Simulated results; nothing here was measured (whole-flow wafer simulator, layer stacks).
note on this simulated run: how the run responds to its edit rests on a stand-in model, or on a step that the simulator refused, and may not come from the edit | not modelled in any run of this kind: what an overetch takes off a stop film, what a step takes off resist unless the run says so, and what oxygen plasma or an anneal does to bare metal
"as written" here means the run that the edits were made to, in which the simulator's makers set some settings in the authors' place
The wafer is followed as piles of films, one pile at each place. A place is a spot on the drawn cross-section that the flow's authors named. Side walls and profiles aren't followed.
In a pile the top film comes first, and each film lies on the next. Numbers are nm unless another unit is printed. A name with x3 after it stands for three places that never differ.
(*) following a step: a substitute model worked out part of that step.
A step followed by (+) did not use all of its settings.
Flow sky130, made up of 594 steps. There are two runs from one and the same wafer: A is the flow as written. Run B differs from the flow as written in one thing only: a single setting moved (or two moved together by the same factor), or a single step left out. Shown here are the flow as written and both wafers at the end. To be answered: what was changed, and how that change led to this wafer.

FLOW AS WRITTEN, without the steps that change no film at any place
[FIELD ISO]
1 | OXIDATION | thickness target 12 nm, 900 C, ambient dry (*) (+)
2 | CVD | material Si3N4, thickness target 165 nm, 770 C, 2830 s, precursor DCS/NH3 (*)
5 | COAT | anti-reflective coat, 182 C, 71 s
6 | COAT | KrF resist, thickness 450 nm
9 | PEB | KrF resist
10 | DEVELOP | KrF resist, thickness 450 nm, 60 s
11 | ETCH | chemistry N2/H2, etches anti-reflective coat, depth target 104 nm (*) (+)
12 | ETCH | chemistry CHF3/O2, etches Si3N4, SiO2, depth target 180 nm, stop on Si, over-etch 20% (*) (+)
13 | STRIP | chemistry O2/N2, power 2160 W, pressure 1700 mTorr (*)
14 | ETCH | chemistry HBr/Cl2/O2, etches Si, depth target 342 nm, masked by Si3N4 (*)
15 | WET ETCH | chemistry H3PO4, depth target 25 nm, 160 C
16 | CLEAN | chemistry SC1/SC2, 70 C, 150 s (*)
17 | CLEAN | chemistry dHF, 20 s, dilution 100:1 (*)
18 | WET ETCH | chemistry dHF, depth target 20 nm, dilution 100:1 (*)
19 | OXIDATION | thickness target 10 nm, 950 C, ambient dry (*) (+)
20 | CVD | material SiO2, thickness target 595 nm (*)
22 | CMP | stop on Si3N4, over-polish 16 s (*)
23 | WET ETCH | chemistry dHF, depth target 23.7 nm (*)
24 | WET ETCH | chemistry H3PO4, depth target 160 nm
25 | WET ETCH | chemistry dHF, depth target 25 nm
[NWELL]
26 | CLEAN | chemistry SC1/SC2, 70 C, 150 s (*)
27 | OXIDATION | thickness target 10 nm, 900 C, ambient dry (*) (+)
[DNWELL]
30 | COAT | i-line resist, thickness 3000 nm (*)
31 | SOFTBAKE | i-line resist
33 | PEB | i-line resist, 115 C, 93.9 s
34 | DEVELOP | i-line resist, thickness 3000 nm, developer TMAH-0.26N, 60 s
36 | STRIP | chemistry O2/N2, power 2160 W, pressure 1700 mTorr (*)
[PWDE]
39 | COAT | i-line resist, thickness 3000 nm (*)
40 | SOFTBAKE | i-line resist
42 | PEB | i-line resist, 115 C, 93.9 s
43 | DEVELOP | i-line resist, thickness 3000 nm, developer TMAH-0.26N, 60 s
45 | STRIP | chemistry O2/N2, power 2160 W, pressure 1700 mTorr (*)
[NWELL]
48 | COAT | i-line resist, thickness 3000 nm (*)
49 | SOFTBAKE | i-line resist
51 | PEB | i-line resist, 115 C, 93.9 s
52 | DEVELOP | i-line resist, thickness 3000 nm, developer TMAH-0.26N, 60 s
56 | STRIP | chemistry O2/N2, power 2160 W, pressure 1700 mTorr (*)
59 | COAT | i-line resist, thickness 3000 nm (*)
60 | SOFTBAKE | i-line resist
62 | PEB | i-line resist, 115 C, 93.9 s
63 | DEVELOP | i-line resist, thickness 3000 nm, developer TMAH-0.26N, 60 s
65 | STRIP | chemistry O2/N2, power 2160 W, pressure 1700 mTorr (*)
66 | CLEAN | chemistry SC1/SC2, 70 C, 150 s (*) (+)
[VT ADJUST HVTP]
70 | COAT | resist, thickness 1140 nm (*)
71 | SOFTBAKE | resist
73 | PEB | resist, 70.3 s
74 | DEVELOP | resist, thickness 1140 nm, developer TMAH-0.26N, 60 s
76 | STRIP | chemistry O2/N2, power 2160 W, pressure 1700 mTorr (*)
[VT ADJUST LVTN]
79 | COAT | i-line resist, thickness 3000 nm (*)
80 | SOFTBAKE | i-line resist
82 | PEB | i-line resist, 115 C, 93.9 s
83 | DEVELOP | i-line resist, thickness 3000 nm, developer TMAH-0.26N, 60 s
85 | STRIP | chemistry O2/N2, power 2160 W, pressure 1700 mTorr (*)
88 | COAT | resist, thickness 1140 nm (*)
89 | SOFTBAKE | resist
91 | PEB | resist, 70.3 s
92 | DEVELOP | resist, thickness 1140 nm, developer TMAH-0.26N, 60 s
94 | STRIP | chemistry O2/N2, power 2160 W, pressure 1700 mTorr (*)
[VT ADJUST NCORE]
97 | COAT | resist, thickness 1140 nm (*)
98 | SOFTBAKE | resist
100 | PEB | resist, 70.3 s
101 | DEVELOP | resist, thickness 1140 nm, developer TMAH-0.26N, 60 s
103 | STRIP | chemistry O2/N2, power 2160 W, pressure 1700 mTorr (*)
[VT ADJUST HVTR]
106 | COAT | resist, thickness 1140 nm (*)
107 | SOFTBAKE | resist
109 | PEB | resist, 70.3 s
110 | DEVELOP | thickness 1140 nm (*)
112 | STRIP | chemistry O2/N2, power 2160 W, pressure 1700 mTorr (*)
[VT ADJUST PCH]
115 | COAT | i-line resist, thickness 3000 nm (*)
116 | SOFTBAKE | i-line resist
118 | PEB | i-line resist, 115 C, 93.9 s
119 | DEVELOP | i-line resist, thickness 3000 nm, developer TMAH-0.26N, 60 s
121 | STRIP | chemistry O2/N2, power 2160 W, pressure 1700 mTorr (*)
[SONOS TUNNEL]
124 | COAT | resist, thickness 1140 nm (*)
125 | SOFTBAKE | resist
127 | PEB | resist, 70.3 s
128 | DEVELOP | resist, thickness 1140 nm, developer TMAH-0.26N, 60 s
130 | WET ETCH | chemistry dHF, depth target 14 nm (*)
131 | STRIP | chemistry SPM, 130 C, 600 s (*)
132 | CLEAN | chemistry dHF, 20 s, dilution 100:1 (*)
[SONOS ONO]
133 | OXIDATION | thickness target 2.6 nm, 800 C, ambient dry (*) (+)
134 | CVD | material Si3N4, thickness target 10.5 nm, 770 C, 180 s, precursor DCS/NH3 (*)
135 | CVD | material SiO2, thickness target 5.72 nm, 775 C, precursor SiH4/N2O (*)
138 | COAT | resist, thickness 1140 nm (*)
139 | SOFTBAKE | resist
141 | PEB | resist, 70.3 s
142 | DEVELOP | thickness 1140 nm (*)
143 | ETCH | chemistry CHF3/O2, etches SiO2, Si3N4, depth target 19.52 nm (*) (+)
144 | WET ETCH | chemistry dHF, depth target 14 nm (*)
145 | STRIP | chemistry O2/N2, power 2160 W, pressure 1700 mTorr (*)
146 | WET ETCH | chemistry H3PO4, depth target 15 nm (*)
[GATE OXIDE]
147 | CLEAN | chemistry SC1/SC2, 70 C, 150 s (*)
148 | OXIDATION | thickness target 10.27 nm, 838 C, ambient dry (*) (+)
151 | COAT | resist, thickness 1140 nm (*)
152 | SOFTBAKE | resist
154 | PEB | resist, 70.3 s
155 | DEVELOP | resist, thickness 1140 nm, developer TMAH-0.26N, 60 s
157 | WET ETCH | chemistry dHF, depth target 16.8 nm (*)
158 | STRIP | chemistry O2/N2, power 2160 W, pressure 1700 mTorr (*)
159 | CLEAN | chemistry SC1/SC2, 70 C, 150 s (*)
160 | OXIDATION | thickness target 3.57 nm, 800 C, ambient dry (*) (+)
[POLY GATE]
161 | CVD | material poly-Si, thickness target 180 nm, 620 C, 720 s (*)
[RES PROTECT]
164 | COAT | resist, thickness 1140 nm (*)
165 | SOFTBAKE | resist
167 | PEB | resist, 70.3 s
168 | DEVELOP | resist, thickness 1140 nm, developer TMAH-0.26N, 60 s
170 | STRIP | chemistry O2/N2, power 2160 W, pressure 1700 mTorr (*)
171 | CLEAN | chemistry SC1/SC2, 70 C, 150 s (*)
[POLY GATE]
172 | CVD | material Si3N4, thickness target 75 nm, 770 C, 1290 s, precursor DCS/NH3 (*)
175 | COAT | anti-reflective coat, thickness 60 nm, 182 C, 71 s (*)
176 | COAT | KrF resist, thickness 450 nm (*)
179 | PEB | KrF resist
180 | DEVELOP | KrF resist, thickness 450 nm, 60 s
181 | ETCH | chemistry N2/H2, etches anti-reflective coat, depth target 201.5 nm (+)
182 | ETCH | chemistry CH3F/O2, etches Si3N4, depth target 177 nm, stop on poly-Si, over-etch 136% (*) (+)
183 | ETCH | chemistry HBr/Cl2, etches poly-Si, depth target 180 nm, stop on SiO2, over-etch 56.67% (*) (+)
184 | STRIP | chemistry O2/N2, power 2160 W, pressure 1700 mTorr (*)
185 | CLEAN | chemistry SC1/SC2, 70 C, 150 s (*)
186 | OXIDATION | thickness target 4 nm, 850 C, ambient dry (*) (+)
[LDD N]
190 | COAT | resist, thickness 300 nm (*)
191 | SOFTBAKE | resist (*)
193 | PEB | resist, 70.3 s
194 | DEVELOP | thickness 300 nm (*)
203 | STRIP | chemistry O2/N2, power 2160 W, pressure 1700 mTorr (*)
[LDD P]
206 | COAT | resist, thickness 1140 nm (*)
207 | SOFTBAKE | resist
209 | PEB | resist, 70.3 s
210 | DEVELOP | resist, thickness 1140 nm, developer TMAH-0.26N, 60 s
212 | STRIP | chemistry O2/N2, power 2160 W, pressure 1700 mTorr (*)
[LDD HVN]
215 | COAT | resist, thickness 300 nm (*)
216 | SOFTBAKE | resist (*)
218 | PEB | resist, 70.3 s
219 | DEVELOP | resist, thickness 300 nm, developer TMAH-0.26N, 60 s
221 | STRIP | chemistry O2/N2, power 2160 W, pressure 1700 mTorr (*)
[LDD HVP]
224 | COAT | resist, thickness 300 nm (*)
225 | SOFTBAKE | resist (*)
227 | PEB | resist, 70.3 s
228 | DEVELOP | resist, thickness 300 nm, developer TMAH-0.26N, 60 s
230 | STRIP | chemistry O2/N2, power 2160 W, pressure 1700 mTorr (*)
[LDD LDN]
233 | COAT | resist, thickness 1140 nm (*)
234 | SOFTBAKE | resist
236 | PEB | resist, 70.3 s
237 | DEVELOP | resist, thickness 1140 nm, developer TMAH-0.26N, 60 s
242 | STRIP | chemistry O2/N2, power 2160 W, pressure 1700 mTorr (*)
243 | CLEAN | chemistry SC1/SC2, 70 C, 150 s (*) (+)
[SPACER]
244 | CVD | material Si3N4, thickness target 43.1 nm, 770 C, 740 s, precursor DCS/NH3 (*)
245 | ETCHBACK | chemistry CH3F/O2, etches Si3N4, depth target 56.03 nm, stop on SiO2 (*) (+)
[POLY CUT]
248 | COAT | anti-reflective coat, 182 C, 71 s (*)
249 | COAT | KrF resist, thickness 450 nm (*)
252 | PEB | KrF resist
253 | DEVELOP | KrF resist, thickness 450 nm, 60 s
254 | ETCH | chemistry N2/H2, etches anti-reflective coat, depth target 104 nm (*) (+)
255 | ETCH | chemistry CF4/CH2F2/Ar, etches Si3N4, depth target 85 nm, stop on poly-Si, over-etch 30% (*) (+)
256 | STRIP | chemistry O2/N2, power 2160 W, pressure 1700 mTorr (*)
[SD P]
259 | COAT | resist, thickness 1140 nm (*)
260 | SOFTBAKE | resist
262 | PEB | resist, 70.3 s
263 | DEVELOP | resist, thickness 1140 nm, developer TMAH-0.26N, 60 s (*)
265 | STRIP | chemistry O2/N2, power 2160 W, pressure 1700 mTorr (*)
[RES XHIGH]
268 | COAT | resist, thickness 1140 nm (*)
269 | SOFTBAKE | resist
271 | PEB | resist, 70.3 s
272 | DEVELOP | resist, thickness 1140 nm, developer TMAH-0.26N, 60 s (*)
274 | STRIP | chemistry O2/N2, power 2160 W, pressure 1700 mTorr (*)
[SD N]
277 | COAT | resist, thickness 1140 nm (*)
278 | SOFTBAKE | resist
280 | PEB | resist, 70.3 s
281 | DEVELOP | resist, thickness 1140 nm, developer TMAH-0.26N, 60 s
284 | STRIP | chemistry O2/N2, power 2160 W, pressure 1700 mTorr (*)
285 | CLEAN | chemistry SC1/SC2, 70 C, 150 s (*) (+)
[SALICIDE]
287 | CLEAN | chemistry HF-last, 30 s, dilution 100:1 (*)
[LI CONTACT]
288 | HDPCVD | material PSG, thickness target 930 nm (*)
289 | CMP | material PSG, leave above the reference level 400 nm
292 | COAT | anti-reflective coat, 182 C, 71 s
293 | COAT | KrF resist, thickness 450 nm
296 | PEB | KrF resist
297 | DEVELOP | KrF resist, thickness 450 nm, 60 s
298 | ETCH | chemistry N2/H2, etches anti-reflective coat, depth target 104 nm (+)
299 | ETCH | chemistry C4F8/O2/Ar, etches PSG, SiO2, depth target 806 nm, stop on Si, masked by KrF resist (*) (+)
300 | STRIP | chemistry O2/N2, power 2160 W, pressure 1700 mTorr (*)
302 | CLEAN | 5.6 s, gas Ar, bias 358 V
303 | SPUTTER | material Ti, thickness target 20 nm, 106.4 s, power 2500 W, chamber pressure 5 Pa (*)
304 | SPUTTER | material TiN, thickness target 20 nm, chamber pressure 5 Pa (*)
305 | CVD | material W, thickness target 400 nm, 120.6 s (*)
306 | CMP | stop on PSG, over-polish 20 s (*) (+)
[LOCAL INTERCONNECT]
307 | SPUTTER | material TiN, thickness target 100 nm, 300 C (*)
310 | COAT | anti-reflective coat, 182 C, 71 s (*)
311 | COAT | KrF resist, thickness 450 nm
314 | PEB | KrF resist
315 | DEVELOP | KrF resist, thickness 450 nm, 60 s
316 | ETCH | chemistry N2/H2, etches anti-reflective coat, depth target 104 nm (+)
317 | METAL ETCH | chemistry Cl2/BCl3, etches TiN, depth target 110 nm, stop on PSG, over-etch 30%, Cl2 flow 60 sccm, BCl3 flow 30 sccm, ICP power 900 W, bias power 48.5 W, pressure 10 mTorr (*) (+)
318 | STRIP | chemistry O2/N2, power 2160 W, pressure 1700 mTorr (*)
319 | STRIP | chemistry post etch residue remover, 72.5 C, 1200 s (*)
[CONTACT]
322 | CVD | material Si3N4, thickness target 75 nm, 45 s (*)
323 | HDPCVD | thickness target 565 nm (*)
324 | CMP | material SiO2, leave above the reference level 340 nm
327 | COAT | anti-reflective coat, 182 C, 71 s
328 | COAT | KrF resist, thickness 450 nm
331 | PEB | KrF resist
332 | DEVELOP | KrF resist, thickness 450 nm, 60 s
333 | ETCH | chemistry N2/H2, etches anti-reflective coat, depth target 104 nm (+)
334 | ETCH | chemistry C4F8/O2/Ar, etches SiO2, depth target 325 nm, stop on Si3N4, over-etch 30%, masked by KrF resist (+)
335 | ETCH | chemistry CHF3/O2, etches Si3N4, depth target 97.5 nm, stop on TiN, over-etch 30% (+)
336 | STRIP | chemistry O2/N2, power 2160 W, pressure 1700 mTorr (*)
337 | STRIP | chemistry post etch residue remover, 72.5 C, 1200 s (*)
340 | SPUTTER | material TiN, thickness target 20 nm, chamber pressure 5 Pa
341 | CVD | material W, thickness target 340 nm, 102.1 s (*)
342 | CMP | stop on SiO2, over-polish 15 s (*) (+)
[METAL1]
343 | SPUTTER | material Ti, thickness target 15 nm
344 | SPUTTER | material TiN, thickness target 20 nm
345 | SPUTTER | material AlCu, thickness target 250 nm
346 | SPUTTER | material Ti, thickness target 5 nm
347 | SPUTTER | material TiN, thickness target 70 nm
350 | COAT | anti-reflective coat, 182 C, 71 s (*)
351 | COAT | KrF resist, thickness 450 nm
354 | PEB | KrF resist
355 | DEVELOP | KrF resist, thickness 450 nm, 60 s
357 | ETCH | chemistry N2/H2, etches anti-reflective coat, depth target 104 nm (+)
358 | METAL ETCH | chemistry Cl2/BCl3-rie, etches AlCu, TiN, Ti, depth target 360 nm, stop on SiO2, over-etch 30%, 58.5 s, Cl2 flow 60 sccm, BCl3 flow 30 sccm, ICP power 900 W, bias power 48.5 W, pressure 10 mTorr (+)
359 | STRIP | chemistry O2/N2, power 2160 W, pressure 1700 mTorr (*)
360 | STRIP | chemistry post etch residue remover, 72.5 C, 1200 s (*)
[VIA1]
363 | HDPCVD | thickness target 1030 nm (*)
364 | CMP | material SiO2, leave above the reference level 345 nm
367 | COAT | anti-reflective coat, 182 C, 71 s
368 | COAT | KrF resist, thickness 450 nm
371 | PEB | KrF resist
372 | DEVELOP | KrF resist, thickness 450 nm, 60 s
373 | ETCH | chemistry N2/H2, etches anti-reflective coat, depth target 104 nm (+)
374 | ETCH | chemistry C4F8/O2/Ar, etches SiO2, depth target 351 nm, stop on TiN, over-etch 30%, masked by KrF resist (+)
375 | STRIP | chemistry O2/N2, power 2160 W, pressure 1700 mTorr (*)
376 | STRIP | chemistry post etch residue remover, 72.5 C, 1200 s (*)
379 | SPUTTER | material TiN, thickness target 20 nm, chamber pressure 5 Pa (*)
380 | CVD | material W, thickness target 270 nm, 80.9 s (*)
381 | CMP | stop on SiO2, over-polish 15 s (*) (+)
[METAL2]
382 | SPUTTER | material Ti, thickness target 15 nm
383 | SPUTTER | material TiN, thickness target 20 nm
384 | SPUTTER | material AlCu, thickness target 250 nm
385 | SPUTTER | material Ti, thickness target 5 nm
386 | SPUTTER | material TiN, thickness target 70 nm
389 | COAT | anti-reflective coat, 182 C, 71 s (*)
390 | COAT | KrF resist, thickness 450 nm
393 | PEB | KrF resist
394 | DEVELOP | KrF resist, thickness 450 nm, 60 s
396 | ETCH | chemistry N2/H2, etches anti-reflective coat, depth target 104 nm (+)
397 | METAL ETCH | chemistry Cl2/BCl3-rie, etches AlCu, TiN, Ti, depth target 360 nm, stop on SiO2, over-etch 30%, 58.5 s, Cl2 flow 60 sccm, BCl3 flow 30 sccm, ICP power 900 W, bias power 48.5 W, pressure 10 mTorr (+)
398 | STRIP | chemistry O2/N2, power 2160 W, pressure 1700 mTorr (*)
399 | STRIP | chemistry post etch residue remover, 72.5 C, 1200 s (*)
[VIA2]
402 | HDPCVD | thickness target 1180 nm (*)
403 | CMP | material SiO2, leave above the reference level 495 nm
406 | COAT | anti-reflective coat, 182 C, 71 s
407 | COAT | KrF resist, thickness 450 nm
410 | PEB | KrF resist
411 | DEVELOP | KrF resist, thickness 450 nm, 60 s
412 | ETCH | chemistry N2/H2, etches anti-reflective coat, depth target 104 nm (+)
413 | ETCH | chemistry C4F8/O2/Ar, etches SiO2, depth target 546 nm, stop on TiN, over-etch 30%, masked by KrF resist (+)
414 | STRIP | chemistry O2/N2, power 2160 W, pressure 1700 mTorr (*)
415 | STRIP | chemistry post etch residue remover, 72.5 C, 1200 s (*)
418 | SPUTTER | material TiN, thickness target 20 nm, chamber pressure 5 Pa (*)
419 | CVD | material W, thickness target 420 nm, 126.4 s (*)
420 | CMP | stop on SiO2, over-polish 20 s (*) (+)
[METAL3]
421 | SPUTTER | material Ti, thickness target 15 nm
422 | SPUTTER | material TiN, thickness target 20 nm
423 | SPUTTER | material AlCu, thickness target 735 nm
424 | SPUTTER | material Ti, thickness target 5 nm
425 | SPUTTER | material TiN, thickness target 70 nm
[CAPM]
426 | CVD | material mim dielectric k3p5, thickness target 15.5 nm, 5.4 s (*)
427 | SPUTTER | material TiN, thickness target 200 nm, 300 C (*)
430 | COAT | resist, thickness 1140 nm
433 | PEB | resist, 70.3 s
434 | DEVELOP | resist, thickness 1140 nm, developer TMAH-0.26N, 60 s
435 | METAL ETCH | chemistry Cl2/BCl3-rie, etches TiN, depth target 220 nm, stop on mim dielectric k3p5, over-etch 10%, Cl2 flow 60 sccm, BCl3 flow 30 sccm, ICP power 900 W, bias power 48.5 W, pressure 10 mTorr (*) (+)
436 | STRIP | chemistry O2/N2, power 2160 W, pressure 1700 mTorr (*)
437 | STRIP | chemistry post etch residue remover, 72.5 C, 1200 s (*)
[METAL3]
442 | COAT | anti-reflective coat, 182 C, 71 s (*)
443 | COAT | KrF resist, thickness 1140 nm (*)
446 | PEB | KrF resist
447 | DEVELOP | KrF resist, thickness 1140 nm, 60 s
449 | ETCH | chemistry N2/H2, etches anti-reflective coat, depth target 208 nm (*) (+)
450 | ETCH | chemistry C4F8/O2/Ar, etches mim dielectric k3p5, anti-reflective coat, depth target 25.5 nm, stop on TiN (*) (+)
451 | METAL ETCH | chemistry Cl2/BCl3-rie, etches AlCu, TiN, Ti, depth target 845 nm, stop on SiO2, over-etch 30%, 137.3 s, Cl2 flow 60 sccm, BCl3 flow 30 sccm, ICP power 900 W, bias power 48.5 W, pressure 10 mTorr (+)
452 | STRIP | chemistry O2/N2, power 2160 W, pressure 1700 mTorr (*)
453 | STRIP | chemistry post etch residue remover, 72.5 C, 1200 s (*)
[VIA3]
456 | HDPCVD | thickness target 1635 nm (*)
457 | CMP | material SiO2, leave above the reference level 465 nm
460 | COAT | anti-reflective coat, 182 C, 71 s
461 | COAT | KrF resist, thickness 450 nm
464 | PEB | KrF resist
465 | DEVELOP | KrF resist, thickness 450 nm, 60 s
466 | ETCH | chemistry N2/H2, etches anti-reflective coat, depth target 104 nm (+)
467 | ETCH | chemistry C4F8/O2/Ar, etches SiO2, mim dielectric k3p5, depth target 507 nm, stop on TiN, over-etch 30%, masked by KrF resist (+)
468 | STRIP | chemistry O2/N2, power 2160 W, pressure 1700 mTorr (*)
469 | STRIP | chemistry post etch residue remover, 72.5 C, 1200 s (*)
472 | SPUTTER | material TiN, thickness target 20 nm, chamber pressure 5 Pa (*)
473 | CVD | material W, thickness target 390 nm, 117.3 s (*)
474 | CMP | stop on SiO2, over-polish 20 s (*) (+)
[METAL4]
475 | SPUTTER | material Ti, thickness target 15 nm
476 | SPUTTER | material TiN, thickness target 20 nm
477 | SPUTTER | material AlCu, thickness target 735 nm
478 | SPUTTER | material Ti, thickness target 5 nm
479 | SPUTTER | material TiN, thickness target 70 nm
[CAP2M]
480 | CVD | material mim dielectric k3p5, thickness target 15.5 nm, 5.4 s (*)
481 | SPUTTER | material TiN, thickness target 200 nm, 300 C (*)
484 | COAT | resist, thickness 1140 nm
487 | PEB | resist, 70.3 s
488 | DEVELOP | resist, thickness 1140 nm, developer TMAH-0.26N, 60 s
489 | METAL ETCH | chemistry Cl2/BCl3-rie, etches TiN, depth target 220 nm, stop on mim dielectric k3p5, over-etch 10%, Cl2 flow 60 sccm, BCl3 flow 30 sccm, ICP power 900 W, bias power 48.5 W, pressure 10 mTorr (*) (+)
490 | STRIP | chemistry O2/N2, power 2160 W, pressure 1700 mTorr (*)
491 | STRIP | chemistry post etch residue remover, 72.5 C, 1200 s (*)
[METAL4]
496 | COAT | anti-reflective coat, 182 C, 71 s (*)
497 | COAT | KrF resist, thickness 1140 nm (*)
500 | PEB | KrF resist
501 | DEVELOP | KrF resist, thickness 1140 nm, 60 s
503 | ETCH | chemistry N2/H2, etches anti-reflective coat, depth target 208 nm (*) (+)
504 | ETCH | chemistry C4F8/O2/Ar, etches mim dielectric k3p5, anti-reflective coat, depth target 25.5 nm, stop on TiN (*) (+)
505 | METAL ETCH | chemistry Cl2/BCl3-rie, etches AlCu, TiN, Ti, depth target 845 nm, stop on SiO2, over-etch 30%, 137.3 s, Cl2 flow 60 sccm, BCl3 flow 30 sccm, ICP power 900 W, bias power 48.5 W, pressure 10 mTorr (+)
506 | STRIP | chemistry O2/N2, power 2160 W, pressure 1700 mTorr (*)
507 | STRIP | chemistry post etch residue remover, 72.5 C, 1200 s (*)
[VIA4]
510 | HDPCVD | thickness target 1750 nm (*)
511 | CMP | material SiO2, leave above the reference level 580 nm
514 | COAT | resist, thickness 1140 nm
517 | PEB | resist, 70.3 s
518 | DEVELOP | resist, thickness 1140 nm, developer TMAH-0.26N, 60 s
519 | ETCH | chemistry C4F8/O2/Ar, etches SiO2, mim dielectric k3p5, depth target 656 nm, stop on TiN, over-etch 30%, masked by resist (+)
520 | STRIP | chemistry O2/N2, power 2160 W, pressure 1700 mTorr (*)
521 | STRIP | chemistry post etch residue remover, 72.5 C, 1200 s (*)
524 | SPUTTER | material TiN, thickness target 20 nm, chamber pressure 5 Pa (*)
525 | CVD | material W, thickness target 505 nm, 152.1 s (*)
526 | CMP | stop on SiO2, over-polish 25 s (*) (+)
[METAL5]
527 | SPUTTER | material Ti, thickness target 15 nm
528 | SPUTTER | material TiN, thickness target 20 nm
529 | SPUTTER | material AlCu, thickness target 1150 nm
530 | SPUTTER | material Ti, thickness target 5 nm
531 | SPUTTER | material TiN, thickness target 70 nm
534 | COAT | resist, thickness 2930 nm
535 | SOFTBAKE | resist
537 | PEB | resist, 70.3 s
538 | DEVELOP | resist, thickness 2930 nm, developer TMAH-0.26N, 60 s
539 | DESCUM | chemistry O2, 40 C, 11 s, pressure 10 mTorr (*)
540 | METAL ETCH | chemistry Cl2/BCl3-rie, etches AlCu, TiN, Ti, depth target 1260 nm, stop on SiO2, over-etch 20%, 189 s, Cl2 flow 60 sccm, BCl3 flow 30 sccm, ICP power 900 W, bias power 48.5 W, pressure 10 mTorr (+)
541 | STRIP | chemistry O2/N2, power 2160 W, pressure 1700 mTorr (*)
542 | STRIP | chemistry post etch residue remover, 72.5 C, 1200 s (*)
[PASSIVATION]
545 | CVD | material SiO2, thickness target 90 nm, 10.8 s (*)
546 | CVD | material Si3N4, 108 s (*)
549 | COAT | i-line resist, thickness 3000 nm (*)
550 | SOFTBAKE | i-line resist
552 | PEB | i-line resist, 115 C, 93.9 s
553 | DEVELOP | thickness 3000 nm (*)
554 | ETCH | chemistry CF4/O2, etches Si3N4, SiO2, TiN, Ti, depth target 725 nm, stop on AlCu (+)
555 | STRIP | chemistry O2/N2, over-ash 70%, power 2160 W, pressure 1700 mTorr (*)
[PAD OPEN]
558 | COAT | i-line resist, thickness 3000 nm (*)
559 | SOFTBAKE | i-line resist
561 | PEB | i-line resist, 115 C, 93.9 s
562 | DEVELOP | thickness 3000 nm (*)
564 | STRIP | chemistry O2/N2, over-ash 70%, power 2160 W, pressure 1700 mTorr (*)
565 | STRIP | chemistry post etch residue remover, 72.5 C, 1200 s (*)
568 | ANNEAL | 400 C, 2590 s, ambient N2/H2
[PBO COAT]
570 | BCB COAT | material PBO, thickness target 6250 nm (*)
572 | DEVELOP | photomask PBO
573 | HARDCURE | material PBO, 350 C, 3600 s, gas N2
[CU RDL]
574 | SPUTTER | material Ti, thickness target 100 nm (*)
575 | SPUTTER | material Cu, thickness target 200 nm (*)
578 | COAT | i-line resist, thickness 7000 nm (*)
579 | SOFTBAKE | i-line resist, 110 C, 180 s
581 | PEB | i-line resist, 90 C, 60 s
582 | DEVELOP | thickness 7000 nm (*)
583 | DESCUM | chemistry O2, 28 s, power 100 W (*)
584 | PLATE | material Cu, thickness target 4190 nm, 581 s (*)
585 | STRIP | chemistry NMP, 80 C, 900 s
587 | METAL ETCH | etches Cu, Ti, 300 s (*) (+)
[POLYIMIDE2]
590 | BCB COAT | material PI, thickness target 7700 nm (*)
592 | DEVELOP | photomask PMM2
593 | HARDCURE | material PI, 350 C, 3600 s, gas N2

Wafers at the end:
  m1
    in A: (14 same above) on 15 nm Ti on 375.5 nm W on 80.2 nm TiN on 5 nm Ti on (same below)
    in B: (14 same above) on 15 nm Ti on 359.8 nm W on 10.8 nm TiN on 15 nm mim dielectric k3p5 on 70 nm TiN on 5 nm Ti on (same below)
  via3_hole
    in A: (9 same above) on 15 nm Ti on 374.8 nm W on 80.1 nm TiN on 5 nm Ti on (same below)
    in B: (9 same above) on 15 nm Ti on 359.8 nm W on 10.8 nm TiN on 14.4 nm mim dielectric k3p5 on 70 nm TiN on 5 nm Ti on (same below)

What caused this: step 467, ETCH: depth target 375 nm was run, though the flow has depth target 507 nm.

Step by step, how the change led to this:
  467 | ETCH | chemistry C4F8/O2/Ar, etches SiO2, mim dielectric k3p5, depth target 507 nm, stop on TiN, over-etch 30%, masked by KrF resist (+)
      m1: A SiO2 loses 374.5 (all of it), mim dielectric k3p5 loses 15.5 (all of it) | B SiO2 loses 374.5 (all of it), mim dielectric k3p5 loses 0.49
      via3_hole: A SiO2 loses 373.9 (all of it), mim dielectric k3p5 loses 15.5 (all of it) | B SiO2 loses 373.9 (all of it), mim dielectric k3p5 loses 1.12
      (also at 190 further places)
  468 | STRIP | chemistry O2/N2, power 2160 W, pressure 1700 mTorr (*)
      field, active, n_well and 187 more: A KrF resist loses 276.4 (all of it), anti-reflective coat loses 80 (all of it) | B KrF resist loses 302.8 (all of it), anti-reflective coat loses 80 (all of it)
  472 | SPUTTER | material TiN, thickness target 20 nm, chamber pressure 5 Pa (*)
      m1, via3_hole: A TiN gains 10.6 | B TiN gains 10.8 (new film)
If metal films that touch count as one body, m1 has 3 bodies (between them, from the top down: mim dielectric k3p5 15; SiO2 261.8 / Si3N4 75); the flow as written gives 2 bodies (between them, from the top down: SiO2 261.8 / Si3N4 75).
If metal films that touch count as one body, via3_hole has 2 bodies (between them, from the top down: mim dielectric k3p5 14.4); the flow as written gives 1 body.
